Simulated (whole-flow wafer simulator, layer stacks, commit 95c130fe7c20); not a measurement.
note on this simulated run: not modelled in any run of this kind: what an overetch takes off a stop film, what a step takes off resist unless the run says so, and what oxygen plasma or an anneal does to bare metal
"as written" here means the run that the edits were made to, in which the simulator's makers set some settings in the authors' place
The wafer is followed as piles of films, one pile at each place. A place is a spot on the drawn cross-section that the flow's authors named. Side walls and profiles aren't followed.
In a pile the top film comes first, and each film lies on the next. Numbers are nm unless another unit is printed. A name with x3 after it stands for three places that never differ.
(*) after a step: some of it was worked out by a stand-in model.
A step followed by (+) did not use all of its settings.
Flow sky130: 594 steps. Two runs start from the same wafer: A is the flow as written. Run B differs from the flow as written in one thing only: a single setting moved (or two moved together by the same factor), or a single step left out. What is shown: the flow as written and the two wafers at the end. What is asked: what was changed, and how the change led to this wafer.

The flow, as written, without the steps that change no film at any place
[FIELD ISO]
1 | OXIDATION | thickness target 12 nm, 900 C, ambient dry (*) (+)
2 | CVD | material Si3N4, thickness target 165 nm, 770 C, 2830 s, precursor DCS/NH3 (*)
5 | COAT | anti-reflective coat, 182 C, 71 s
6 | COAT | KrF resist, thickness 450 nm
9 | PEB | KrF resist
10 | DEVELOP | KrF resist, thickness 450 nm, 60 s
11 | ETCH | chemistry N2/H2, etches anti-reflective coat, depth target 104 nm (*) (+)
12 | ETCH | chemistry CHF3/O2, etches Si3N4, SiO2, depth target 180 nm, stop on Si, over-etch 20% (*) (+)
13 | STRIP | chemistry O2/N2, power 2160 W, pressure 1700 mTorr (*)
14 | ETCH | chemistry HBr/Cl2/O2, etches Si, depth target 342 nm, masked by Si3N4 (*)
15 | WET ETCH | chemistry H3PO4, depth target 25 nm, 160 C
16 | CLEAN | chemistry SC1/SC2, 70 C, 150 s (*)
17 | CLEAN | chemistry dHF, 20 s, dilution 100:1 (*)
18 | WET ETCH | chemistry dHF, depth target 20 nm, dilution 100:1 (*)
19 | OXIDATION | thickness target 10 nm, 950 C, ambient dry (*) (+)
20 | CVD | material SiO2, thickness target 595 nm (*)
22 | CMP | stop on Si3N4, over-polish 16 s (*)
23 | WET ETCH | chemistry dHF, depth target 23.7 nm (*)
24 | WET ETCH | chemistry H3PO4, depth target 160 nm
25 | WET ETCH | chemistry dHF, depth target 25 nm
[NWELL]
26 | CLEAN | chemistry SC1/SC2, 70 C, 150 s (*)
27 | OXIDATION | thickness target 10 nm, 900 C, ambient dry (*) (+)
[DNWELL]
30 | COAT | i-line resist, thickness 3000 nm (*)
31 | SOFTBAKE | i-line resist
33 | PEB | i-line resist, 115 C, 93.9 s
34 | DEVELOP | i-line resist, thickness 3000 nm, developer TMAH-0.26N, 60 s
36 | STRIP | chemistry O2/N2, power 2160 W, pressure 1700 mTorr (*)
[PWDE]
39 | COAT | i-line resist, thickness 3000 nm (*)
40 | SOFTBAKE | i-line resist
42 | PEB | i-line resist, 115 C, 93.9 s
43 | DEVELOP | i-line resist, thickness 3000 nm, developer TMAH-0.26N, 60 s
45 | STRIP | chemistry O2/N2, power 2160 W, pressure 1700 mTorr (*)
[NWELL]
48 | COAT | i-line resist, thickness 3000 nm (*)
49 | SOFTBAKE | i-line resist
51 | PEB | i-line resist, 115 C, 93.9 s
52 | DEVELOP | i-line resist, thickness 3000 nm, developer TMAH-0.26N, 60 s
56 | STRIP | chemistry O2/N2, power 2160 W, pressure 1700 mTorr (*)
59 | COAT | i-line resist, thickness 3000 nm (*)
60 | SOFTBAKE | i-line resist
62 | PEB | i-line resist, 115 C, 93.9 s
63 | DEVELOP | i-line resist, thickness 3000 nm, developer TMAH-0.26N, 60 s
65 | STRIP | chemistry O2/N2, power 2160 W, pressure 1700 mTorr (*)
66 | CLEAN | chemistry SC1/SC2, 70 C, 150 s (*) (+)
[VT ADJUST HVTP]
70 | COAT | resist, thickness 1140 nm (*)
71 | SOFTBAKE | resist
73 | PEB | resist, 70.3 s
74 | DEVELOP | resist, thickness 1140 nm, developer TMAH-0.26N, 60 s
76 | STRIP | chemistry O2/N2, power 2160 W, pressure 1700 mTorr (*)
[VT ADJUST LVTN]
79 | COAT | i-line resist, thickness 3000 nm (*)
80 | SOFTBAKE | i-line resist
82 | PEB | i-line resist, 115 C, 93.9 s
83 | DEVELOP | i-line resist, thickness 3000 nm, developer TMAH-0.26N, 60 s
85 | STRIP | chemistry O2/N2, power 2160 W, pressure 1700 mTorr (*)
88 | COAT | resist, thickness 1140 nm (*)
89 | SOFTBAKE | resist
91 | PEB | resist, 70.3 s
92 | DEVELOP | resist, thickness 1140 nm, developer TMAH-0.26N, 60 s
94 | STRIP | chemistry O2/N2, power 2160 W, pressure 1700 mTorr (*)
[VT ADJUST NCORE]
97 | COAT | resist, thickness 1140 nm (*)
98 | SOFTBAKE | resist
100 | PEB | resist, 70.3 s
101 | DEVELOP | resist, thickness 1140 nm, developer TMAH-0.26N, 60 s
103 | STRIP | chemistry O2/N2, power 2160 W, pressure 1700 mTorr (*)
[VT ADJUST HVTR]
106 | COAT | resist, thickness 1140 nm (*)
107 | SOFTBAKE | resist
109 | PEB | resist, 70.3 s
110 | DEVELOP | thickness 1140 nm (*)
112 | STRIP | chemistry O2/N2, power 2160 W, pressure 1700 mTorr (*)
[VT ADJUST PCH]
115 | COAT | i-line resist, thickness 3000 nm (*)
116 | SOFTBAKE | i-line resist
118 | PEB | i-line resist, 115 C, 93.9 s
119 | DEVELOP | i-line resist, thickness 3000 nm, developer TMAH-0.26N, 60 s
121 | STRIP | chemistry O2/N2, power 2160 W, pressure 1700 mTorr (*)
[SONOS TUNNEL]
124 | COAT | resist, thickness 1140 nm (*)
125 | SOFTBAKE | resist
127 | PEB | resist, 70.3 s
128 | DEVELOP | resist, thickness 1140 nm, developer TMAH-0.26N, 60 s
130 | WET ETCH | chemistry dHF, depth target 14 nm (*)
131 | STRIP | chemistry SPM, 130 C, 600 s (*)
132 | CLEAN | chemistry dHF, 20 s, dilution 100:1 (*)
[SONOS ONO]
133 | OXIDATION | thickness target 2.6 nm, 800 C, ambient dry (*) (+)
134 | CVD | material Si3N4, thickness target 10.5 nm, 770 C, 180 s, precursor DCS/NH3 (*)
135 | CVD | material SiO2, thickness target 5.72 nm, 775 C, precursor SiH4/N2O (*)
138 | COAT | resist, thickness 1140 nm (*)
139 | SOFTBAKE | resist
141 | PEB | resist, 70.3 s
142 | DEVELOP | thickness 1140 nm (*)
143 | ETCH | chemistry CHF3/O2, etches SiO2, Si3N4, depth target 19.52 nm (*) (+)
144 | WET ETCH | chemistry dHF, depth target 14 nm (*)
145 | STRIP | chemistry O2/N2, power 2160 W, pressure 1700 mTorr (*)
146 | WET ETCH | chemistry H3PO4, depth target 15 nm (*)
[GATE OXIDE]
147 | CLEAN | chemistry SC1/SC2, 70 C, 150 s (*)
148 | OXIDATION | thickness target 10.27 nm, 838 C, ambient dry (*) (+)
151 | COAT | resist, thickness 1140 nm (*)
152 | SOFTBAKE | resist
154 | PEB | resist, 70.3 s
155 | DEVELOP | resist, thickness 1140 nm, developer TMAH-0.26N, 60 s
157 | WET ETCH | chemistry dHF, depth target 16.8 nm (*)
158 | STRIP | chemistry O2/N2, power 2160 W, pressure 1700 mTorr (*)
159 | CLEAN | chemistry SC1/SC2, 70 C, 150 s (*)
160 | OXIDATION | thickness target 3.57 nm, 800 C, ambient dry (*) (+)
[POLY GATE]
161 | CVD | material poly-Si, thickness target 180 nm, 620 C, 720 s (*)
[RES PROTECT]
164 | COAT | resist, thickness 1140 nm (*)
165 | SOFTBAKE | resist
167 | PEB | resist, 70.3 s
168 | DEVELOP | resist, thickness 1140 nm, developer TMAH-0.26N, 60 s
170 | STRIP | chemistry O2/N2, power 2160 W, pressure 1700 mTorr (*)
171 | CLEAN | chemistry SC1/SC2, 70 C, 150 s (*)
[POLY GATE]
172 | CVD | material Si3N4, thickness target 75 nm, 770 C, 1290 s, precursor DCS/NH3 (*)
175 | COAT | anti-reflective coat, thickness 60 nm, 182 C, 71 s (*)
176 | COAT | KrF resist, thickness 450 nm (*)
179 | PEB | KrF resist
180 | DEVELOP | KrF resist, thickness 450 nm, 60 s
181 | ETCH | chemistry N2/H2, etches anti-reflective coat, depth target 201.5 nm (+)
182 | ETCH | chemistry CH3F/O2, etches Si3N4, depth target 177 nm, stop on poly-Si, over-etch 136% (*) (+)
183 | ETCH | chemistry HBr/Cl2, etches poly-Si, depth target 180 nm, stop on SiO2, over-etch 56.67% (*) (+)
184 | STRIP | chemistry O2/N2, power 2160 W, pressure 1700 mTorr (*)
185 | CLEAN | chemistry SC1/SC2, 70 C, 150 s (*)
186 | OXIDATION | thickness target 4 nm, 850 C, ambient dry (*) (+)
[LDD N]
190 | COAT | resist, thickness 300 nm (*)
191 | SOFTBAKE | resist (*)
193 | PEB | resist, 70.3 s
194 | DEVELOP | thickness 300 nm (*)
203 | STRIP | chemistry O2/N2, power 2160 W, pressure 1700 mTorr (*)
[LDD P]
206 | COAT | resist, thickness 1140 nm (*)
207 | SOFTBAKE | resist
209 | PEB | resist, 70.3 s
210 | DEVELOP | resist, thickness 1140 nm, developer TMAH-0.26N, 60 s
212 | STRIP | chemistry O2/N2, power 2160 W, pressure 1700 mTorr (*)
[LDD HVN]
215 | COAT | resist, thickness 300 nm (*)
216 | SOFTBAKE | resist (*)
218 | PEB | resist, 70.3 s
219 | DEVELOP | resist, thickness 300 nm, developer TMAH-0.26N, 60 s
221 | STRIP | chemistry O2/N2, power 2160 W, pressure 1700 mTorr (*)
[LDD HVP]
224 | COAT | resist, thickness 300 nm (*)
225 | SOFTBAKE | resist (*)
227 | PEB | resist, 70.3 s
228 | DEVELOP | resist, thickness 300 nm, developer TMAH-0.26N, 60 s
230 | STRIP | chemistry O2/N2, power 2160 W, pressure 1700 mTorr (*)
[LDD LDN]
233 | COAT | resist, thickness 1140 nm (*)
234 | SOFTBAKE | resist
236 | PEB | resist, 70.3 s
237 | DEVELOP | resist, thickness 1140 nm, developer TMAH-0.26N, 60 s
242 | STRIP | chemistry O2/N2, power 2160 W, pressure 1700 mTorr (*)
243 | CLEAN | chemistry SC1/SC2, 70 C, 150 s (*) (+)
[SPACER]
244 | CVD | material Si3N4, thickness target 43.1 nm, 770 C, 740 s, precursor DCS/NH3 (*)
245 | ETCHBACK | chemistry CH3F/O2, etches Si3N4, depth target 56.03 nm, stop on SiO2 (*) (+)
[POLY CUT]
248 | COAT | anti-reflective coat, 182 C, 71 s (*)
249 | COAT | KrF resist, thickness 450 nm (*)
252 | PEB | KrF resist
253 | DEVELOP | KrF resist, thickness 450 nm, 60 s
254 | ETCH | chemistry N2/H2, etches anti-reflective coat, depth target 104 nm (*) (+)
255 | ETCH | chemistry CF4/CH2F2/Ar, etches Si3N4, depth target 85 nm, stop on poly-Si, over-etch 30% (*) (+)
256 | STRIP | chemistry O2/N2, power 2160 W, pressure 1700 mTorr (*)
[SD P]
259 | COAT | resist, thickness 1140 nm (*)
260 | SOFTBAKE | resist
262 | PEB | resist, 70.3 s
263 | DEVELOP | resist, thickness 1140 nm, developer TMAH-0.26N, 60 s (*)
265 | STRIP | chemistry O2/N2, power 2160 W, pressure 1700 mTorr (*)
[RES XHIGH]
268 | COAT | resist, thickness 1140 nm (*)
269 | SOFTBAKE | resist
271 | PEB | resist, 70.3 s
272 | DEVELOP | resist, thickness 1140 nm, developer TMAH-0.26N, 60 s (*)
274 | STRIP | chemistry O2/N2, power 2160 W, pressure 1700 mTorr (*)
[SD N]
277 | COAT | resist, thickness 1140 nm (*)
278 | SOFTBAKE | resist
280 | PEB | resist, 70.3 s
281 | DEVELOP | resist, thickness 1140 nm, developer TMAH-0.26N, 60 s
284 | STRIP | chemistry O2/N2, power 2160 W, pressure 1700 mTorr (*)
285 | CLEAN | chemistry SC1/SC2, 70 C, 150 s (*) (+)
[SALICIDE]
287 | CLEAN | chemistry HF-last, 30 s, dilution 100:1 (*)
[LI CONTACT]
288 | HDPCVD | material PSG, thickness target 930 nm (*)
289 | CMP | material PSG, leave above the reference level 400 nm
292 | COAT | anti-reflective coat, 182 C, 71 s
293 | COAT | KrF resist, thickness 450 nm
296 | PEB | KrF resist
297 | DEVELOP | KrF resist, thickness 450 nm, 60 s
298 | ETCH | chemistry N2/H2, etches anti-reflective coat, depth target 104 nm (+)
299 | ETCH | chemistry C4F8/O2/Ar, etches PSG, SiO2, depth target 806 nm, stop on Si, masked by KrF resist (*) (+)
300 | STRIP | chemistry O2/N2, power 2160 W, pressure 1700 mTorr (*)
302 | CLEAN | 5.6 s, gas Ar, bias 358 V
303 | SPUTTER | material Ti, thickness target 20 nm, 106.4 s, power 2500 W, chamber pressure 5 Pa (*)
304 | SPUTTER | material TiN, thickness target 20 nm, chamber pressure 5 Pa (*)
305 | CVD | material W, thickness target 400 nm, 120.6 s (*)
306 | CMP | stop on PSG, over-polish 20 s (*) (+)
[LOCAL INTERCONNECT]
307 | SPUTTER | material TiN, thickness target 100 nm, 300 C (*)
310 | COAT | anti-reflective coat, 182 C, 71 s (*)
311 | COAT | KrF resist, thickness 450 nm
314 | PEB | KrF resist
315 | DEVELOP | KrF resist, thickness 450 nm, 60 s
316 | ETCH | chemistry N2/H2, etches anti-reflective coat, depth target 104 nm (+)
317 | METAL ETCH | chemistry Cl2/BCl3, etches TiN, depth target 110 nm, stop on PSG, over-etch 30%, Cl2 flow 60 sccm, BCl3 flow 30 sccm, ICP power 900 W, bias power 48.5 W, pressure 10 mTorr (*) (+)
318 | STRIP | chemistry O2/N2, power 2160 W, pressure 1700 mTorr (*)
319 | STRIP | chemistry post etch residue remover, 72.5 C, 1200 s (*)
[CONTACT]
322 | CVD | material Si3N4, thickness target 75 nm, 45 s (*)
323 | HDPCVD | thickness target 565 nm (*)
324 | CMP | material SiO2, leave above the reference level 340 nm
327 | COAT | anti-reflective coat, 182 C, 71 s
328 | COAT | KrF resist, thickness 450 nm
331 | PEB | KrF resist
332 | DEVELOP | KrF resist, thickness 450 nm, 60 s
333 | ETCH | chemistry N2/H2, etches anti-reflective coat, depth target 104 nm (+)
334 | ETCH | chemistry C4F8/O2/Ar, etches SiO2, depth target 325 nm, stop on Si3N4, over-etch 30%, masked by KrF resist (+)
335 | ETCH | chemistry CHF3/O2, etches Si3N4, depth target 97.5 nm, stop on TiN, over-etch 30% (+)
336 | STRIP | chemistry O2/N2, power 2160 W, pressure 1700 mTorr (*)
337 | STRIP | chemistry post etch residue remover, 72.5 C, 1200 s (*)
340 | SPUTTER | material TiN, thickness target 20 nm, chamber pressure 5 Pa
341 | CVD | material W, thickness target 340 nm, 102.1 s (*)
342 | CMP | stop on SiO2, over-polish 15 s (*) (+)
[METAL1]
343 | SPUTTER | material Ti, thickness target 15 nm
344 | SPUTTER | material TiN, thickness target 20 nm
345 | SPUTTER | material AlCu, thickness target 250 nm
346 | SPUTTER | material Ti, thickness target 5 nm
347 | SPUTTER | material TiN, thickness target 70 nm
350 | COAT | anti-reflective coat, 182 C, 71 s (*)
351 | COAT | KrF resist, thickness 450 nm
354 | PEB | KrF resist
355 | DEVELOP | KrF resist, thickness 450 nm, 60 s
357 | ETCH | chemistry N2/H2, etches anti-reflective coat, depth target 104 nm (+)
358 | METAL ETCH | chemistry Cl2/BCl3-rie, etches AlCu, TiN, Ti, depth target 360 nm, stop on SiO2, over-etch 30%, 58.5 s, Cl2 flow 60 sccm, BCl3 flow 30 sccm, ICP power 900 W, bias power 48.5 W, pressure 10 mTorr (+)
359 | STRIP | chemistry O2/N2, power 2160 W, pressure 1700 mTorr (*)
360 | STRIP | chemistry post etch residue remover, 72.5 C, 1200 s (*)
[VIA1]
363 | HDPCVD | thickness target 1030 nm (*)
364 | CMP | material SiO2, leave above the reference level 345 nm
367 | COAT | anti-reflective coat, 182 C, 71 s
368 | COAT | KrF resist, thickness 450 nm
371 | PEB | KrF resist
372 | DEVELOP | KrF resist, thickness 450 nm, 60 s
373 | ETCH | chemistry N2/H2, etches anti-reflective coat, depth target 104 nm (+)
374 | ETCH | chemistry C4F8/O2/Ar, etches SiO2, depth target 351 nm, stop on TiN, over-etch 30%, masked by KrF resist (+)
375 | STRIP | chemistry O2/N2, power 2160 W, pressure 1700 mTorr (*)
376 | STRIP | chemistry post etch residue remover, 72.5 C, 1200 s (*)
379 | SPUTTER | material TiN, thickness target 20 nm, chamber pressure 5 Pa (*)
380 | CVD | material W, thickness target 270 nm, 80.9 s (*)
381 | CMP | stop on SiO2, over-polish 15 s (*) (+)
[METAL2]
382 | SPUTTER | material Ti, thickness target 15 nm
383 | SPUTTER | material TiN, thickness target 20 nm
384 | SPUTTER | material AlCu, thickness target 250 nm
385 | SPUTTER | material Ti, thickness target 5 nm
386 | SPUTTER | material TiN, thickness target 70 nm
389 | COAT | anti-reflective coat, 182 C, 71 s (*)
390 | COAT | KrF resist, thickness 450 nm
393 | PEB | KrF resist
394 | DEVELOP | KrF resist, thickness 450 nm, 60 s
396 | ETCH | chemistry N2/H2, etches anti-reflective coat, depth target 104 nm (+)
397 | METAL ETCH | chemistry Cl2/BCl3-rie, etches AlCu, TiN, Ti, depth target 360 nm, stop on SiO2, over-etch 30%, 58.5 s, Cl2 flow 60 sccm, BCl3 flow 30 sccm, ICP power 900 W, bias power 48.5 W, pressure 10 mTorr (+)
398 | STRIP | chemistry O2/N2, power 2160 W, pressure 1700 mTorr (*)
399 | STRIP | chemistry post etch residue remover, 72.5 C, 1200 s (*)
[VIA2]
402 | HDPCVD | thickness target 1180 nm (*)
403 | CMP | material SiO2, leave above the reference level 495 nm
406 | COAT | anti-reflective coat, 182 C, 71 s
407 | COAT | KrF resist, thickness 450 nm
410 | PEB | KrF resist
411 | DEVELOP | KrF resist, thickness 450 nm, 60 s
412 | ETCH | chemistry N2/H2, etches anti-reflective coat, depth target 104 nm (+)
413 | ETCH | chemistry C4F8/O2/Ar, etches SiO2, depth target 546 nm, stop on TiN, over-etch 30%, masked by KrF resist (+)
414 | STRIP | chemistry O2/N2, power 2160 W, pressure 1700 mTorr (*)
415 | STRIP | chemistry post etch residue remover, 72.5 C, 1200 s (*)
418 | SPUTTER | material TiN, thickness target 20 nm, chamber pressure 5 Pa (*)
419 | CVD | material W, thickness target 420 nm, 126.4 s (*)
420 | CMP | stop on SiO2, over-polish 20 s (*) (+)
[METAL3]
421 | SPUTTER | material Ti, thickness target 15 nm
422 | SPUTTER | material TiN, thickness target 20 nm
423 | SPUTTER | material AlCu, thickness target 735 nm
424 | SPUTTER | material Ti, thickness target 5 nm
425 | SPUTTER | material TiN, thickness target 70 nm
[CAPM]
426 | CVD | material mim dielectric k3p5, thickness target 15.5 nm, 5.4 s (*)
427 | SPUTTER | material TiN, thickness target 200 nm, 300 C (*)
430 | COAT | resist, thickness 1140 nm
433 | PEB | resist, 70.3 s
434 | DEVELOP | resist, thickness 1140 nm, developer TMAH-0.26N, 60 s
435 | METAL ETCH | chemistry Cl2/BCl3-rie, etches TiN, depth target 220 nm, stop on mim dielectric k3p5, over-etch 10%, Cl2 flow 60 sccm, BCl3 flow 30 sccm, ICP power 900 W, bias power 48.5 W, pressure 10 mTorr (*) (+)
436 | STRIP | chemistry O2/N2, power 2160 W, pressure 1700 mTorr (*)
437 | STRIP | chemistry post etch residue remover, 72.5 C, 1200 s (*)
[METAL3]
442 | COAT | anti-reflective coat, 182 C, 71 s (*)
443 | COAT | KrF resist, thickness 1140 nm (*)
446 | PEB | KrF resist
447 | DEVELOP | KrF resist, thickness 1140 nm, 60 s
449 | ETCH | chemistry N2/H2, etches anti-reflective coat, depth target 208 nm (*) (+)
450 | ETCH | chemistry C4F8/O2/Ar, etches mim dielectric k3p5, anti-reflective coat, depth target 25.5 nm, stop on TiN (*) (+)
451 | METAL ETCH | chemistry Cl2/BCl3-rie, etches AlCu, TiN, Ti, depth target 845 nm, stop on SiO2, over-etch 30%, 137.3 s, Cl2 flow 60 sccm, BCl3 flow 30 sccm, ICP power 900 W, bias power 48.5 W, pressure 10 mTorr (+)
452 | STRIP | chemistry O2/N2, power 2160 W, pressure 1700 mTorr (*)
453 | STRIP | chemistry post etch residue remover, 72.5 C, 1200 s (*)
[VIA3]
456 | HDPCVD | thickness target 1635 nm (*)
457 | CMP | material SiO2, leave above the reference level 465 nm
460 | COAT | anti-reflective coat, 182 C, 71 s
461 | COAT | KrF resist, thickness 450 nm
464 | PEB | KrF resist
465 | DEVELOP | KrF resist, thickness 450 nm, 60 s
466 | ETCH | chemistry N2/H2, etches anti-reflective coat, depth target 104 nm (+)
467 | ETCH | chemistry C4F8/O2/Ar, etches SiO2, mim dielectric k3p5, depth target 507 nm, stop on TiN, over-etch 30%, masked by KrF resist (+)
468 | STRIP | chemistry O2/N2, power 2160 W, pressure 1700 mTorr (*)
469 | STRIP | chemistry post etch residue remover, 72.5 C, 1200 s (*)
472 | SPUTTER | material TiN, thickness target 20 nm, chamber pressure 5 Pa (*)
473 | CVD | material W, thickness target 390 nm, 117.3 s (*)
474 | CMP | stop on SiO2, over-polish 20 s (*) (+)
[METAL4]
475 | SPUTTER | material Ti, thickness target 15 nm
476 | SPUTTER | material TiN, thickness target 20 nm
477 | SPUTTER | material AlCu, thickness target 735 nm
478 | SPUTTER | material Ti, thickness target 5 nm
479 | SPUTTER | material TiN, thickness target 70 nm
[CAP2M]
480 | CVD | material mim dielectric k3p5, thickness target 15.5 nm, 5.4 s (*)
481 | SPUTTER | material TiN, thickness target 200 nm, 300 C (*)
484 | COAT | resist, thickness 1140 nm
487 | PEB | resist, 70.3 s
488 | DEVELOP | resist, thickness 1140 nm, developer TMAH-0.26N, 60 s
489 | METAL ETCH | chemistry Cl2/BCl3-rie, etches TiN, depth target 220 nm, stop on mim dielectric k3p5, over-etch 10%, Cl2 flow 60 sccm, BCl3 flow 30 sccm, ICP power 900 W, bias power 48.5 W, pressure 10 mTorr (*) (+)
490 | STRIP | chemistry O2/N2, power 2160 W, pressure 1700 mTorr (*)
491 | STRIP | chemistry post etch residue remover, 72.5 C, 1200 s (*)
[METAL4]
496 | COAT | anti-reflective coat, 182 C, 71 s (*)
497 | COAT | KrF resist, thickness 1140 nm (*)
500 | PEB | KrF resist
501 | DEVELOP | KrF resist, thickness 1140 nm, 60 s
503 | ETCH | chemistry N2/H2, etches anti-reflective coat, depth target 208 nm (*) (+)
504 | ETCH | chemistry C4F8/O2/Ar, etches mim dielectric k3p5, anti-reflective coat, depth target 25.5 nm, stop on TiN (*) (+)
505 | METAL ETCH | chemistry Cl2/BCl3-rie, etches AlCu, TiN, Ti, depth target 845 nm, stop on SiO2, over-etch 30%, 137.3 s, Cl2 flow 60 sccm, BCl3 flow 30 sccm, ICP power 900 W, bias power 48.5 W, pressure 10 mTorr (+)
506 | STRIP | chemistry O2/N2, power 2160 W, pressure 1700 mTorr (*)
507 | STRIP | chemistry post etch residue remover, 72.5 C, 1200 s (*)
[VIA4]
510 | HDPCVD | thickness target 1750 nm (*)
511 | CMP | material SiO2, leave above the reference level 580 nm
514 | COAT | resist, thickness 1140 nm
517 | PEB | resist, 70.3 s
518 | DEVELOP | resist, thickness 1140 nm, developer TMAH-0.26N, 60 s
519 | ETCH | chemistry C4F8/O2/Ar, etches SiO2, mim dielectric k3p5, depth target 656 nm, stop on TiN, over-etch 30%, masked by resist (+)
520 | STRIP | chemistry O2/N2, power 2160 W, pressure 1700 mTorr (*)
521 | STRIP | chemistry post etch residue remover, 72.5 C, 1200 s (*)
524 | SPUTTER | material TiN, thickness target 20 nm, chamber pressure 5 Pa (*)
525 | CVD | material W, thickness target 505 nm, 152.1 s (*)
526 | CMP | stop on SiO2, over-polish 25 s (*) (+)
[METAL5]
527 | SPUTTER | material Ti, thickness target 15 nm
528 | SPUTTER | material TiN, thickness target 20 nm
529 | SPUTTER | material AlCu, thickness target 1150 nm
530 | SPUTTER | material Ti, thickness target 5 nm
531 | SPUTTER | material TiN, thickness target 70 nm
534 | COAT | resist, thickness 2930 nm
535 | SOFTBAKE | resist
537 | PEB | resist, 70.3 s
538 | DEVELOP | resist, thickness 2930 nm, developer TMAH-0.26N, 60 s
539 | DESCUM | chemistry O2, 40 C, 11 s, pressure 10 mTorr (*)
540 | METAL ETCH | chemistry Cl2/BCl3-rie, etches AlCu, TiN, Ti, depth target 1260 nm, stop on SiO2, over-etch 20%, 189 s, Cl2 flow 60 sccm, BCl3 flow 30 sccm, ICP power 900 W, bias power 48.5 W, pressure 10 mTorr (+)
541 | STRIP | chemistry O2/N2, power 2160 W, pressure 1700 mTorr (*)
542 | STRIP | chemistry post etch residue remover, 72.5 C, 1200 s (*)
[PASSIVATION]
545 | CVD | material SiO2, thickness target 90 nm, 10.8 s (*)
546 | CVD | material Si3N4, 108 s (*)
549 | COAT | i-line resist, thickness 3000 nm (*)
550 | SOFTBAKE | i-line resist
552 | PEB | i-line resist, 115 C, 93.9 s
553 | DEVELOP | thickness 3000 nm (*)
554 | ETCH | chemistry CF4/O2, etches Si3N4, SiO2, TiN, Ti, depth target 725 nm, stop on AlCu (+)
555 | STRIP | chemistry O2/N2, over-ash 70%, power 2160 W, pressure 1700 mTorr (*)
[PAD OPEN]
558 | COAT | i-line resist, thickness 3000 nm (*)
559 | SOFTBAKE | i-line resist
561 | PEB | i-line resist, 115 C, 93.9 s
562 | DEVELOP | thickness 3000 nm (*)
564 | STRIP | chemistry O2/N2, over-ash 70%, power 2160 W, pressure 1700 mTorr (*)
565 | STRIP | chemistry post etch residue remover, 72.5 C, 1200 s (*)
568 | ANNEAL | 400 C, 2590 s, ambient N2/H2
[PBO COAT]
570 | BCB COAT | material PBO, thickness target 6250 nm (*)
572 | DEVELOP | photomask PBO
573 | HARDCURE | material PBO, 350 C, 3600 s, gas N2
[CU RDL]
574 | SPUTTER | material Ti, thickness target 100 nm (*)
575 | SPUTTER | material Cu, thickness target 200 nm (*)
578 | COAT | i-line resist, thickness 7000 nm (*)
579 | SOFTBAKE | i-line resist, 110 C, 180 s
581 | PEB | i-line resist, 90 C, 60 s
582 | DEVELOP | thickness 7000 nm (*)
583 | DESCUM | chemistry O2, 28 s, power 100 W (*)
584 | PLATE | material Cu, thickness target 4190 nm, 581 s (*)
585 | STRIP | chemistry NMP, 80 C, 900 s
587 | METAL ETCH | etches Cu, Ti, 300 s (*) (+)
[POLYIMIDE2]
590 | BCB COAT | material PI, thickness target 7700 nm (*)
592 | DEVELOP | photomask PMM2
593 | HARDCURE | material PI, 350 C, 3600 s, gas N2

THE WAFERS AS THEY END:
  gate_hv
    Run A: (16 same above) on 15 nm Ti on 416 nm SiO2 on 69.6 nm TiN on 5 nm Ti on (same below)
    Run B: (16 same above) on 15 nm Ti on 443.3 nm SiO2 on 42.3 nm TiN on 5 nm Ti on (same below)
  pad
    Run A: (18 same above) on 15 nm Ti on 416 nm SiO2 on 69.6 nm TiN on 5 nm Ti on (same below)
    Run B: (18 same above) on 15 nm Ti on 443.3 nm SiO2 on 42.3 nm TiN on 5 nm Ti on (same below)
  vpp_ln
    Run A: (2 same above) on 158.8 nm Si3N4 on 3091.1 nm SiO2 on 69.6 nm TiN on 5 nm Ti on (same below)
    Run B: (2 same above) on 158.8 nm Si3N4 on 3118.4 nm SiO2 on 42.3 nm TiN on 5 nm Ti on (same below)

The reason: step 386, SPUTTER: thickness target 42.7 nm was run, while the flow as written has thickness target 70 nm.

How this came from the change, step by step:
  386 | SPUTTER | material TiN, thickness target 70 nm
      field, active, n_well and 188 more: A +70 TiN (new film) | B +42.7 TiN (new film)
  397 | METAL ETCH | chemistry Cl2/BCl3-rie, etches AlCu, TiN, Ti, depth target 360 nm, stop on SiO2, over-etch 30%, 58.5 s, Cl2 flow 60 sccm, BCl3 flow 30 sccm, ICP power 900 W, bias power 48.5 W, pressure 10 mTorr (+)
      field, active, gate and 82 more: A -68.7 TiN (all of it), -5 Ti (all of it), -250 AlCu (all of it), -20 TiN (all of it), -15 Ti (all of it), -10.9 SiO2 | B -41.4 TiN (all of it), -5 Ti (all of it), -250 AlCu (all of it), -20 TiN (all of it), -15 Ti (all of it), -13.7 SiO2
  403 | CMP | material SiO2, leave above the reference level 495 nm
      n_well, p_well, gate_hv and 101 more: A -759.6 SiO2 | B -732.3 SiO2
      m1, via1_hole: A -759.1 SiO2 | B -731.8 SiO2
  413 | ETCH | chemistry C4F8/O2/Ar, etches SiO2, depth target 546 nm, stop on TiN, over-etch 30%, masked by KrF resist (+)
      m1: A -420.3 SiO2 (all of it) | B -447.6 SiO2 (all of it)
      via2_hole: A -419.8 SiO2 (all of it) | B -447.1 SiO2 (all of it)
  419 | CVD | material W, thickness target 420 nm, 126.4 s (*)
      m1: A +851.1 W (new film) | B +878.8 W (new film)
      via2_hole: A +850.7 W (new film) | B +878.3 W (new film)
